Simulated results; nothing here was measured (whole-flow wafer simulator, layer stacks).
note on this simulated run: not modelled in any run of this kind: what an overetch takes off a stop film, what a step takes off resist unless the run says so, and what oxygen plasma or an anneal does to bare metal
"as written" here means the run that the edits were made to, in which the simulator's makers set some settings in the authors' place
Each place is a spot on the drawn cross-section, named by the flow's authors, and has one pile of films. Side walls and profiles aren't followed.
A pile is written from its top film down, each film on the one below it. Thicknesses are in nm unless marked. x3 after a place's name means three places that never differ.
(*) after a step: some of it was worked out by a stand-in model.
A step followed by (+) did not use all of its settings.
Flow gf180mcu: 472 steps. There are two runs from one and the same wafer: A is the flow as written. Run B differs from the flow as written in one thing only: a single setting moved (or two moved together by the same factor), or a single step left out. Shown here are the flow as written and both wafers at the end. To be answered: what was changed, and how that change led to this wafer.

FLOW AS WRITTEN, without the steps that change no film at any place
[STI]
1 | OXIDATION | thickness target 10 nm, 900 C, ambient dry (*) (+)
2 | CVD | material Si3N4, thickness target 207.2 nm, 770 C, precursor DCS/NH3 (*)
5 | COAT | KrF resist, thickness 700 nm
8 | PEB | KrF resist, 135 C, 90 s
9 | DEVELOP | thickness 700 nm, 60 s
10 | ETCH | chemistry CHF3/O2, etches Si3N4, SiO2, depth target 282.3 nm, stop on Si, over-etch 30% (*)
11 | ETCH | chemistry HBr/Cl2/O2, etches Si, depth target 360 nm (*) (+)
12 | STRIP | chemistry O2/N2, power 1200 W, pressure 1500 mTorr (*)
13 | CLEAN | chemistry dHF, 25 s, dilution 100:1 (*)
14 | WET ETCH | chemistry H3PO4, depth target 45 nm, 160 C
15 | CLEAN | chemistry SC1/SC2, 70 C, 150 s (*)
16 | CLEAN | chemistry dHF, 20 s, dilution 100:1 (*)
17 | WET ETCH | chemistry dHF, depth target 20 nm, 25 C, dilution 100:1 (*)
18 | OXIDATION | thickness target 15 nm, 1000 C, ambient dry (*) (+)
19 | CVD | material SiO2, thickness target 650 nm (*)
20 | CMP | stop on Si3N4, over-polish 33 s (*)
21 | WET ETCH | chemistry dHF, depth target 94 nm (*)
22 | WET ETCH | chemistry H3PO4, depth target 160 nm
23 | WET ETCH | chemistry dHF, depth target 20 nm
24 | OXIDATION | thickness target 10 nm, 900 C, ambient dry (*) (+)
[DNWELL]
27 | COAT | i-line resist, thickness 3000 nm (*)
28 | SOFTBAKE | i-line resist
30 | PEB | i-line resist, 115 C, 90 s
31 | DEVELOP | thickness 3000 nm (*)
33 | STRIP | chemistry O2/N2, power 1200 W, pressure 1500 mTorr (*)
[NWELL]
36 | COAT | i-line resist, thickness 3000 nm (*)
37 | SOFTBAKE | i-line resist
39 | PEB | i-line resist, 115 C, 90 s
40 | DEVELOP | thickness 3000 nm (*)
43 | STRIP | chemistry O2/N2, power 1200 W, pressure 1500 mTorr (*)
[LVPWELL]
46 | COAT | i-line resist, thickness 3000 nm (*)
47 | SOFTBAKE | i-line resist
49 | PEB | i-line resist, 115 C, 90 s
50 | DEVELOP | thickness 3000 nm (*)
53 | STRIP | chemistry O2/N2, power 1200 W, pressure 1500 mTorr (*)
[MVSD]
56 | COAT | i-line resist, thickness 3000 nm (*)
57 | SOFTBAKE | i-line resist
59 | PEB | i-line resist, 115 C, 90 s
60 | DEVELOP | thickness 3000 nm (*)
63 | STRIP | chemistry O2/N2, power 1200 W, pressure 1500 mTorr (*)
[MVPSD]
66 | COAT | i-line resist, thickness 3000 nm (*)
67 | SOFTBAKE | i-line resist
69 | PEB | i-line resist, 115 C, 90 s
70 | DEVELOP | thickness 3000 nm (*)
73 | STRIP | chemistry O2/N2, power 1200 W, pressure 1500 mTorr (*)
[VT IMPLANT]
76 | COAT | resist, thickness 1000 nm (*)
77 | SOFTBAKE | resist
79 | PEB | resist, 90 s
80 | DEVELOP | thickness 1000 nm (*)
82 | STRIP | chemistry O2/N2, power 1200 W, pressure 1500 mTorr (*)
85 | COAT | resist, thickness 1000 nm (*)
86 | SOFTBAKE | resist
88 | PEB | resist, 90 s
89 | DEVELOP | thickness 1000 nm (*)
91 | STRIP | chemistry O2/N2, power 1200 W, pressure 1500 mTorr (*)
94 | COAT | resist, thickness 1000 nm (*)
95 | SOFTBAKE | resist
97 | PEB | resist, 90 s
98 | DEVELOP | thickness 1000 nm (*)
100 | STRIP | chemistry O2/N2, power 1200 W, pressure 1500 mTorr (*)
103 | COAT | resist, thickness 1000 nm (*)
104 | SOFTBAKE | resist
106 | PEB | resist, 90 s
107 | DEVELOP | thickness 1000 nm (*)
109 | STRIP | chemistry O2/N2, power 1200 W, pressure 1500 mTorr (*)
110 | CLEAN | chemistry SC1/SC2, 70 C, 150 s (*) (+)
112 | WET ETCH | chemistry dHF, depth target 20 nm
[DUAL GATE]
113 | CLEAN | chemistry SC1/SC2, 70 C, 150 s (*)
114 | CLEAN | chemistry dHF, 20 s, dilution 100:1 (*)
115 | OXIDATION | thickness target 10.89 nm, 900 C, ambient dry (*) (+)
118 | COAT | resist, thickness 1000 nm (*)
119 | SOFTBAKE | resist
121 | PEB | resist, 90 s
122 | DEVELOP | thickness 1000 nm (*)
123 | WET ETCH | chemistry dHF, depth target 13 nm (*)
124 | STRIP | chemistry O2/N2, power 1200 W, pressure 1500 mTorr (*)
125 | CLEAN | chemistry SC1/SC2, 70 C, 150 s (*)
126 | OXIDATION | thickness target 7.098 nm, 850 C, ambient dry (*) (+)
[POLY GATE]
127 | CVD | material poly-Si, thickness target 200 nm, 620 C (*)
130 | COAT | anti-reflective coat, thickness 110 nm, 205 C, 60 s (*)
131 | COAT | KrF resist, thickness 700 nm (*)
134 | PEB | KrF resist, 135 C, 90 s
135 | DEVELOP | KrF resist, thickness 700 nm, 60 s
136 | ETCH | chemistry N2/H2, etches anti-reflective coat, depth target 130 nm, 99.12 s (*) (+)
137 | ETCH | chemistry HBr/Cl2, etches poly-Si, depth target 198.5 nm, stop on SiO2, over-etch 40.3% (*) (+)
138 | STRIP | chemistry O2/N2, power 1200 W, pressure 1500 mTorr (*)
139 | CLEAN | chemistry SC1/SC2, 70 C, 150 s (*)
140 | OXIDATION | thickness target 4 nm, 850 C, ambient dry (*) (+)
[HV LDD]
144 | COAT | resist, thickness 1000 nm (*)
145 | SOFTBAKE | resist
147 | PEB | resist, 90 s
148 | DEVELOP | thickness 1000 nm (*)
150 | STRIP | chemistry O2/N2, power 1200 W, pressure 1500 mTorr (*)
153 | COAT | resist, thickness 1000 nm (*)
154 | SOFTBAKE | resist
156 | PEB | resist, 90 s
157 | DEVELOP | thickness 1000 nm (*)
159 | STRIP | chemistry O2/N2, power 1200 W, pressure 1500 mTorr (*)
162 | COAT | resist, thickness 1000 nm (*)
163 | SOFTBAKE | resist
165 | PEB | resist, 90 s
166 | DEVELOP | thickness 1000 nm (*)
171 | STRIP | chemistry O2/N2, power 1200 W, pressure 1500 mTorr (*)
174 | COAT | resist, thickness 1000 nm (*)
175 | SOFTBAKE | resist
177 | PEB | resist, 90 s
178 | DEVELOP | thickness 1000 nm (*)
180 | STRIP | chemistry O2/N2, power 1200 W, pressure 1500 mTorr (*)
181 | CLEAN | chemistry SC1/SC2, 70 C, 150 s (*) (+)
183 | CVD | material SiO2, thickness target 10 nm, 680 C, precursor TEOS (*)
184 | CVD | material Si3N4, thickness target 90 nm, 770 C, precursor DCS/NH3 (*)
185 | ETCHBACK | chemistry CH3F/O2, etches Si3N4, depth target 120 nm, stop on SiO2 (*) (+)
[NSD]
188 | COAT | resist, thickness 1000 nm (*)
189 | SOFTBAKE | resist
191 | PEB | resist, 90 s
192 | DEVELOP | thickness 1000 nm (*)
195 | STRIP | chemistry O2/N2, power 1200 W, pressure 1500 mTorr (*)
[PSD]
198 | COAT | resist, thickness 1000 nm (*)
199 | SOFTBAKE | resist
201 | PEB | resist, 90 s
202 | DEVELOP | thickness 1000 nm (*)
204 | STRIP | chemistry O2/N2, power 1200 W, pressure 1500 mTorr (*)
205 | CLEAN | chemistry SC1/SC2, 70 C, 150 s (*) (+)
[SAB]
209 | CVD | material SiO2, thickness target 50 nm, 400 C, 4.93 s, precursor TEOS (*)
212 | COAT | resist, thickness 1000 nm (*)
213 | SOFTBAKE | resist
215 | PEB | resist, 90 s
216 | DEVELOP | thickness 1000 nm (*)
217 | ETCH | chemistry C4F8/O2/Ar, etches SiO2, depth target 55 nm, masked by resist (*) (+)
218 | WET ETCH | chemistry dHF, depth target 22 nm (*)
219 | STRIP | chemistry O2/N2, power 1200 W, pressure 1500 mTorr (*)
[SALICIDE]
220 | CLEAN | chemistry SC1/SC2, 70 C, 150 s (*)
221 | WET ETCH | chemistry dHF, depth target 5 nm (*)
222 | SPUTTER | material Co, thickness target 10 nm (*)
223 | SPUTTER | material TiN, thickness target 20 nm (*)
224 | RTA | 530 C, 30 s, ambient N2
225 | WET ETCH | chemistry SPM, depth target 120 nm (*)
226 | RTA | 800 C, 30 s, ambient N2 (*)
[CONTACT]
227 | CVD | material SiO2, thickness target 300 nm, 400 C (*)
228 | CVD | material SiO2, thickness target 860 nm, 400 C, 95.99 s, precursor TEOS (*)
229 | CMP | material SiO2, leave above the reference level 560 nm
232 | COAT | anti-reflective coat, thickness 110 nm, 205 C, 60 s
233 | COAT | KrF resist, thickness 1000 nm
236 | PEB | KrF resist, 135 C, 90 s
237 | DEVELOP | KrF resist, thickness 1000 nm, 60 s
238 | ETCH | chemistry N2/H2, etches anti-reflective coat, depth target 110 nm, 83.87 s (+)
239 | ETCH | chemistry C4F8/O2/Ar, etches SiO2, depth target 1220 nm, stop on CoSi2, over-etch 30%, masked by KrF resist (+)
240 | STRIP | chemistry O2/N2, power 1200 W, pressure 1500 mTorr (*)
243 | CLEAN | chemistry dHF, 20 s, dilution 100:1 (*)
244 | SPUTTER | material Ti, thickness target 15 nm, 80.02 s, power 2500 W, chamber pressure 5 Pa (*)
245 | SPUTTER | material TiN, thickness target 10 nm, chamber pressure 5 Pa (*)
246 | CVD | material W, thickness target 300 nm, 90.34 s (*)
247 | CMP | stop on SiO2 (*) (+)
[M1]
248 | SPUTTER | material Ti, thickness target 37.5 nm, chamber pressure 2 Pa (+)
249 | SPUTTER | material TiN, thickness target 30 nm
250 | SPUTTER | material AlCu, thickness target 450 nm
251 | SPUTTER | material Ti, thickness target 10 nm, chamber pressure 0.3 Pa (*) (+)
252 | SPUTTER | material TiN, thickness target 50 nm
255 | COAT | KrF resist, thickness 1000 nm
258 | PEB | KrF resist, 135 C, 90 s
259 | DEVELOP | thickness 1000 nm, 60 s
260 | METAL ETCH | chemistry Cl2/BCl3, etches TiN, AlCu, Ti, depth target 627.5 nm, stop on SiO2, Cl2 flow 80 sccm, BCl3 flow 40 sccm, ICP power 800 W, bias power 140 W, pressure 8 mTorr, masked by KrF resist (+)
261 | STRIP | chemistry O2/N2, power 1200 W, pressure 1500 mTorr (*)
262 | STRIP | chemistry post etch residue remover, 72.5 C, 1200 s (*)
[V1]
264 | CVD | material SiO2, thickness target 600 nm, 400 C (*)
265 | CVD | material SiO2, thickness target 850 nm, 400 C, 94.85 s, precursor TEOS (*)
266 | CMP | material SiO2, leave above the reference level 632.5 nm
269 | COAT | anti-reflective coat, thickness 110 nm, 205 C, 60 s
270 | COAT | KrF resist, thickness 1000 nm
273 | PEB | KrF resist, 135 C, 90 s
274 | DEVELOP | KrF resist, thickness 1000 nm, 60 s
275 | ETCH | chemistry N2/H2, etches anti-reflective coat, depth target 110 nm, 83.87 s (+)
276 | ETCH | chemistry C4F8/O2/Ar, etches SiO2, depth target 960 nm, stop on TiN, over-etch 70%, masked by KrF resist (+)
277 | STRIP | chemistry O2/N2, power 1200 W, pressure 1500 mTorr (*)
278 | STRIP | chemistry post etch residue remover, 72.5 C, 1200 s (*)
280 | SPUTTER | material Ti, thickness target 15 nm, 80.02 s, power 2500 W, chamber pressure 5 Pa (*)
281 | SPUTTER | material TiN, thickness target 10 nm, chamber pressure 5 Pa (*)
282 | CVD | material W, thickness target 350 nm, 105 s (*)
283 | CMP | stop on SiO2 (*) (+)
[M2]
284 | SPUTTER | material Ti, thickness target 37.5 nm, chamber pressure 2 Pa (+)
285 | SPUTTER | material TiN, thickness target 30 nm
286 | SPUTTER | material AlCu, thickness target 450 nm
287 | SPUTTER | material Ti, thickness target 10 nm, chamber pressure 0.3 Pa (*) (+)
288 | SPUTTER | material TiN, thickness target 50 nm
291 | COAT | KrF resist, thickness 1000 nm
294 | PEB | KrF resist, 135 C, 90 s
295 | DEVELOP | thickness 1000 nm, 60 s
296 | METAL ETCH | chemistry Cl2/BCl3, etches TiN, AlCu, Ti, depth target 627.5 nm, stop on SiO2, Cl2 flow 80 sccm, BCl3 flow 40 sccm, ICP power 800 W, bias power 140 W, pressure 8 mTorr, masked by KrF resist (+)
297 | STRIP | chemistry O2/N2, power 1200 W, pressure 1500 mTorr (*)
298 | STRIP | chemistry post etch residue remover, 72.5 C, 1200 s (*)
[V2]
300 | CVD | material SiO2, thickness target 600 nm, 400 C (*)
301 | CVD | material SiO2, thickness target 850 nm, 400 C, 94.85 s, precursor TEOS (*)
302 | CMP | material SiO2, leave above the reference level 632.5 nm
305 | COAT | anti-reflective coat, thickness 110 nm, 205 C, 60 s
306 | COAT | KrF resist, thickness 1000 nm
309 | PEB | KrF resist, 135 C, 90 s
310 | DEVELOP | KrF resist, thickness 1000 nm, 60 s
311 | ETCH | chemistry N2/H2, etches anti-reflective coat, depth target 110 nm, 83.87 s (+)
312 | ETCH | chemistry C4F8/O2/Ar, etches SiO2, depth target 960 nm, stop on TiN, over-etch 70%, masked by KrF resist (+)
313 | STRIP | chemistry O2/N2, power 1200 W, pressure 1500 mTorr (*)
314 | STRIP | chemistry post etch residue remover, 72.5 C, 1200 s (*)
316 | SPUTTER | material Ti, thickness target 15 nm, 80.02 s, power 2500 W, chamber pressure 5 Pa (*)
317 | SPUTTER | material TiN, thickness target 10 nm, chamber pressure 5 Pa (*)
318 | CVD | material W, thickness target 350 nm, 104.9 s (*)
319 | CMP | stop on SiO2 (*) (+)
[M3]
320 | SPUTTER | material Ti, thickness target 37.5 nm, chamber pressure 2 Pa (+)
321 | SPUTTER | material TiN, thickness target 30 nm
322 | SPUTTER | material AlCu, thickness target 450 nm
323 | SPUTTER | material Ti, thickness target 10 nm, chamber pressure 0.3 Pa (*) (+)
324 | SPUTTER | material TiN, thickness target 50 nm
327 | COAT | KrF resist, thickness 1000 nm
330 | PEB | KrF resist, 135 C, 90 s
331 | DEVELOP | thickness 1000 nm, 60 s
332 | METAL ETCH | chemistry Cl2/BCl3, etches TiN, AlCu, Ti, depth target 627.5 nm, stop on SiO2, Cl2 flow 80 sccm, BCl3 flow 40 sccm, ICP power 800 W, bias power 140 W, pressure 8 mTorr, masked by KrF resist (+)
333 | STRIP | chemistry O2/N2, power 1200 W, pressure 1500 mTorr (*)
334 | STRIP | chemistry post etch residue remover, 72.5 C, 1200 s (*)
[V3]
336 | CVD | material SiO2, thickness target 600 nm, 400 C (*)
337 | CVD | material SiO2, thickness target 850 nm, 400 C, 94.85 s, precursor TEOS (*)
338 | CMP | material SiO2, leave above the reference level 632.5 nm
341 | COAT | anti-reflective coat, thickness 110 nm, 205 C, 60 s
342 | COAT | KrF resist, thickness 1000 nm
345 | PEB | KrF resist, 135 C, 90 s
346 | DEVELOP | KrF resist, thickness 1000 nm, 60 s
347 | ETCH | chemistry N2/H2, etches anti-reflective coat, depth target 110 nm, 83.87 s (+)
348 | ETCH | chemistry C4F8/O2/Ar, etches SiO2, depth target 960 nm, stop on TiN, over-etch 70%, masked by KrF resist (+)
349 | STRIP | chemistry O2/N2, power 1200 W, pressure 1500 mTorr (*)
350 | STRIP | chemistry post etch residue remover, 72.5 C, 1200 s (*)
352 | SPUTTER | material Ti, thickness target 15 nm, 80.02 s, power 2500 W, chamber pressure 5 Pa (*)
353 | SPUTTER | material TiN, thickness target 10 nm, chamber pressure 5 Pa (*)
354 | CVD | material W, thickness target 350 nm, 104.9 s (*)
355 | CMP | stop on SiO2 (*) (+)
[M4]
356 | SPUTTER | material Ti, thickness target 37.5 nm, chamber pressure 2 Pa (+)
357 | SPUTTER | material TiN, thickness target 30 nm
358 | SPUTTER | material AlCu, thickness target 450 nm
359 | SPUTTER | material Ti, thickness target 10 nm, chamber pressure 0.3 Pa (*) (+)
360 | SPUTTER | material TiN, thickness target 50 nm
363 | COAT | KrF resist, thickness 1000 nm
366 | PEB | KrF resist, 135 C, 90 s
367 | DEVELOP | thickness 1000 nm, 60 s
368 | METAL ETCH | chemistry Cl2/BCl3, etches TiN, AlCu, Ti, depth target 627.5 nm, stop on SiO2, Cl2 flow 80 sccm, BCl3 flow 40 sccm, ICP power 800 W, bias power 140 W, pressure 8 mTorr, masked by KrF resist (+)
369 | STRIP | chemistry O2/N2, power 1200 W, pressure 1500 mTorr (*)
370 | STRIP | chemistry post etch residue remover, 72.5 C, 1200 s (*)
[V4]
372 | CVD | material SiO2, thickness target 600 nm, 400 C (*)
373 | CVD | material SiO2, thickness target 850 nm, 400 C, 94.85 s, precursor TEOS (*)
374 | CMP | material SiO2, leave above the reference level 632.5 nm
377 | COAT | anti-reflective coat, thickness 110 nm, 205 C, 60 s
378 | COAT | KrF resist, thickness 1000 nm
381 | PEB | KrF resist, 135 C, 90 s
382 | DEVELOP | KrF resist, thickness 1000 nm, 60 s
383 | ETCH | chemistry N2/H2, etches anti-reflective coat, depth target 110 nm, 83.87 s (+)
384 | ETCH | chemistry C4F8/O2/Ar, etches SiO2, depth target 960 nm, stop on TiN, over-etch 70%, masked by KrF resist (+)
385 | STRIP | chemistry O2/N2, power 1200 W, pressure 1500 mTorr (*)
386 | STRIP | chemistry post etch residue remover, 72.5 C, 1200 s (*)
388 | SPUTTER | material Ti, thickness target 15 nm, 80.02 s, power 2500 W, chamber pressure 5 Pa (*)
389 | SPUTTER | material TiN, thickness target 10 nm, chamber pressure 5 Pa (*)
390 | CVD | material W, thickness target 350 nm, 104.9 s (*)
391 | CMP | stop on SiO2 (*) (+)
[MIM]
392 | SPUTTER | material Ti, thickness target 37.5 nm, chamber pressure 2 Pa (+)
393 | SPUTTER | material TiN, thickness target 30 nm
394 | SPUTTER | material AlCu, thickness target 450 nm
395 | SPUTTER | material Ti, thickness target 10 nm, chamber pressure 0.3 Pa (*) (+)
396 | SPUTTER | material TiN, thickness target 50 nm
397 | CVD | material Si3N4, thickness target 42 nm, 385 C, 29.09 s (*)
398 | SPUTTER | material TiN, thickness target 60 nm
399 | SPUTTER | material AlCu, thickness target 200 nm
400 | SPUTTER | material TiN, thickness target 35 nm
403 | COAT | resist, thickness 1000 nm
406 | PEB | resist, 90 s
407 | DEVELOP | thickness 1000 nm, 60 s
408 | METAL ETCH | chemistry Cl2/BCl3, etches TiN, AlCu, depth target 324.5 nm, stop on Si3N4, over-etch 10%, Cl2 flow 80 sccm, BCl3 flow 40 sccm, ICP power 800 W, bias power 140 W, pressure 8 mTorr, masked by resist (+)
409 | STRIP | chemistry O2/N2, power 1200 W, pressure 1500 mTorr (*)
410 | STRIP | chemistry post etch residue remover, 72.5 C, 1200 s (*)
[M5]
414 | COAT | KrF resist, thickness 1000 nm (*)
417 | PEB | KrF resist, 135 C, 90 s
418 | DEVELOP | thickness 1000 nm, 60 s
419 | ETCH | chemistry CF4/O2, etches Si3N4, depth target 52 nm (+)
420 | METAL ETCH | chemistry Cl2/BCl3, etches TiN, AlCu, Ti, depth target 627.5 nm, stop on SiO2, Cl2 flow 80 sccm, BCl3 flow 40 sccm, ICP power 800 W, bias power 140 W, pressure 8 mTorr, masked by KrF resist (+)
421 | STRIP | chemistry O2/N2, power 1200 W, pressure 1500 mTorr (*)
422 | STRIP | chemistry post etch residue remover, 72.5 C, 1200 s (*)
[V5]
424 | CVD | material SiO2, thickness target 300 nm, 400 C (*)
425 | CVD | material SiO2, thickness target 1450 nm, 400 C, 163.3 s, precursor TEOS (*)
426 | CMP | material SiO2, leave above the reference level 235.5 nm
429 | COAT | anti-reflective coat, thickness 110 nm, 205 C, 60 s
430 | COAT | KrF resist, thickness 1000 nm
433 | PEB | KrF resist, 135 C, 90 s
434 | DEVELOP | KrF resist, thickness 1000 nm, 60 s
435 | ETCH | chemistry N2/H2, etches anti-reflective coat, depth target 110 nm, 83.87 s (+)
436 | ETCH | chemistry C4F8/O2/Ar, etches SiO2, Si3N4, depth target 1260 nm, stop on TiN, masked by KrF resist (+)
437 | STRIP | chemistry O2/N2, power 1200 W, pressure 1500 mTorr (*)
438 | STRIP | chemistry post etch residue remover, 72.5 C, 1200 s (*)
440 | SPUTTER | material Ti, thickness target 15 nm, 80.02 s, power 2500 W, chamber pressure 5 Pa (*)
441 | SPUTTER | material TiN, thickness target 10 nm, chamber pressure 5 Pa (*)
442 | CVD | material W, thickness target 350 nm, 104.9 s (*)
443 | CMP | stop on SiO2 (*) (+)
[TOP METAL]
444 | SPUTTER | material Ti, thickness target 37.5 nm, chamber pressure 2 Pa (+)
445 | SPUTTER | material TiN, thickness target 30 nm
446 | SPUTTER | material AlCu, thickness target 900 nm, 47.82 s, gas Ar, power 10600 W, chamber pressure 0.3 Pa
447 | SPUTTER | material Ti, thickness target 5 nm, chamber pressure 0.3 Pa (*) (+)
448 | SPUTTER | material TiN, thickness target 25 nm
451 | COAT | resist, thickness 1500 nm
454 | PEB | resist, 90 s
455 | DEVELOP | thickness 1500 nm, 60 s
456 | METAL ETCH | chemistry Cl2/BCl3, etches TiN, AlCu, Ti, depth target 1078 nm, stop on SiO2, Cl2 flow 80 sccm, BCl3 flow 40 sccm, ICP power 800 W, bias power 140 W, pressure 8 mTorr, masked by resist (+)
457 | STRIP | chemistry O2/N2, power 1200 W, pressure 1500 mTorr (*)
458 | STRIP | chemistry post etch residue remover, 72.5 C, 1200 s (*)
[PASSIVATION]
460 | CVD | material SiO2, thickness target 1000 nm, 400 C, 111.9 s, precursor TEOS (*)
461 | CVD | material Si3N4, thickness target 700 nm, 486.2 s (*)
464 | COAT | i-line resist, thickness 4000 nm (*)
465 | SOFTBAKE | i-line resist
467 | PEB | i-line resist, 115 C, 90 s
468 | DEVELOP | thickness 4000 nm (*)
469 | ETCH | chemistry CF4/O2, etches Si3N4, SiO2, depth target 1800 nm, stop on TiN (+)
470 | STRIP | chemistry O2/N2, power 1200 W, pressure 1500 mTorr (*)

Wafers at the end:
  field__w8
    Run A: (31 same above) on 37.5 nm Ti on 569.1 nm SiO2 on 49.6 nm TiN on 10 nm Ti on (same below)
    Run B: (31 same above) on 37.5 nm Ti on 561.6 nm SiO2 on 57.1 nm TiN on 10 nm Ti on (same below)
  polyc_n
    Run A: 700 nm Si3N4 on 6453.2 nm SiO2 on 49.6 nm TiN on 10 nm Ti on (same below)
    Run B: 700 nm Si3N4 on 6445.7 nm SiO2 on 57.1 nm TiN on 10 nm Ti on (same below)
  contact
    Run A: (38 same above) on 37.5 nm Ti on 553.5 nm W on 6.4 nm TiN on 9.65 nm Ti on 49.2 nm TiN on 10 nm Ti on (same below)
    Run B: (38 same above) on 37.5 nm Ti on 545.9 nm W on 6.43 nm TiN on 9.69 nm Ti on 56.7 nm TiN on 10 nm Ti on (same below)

The reason: step 252, SPUTTER: thickness target 57.5 nm was run, whereas the flow has thickness target 50 nm.

The path from the change to this, step by step:
  252 | SPUTTER | material TiN, thickness target 50 nm
      field, field__w1, field__w2 and 108 more: A +50 TiN (new film) | B +57.5 TiN (new film)
  260 | METAL ETCH | chemistry Cl2/BCl3, etches TiN, AlCu, Ti, depth target 627.5 nm, stop on SiO2, Cl2 flow 80 sccm, BCl3 flow 40 sccm, ICP power 800 W, bias power 140 W, pressure 8 mTorr, masked by KrF resist (+)
      field, field__w1, field__w2 and 99 more: A -50 TiN (all of it), -10 Ti (all of it), -450 AlCu (all of it), -30 TiN (all of it), -37.5 Ti (all of it) | B -57.5 TiN (all of it), -10 Ti (all of it), -450 AlCu (all of it), -30 TiN (all of it), -37.5 Ti (all of it)
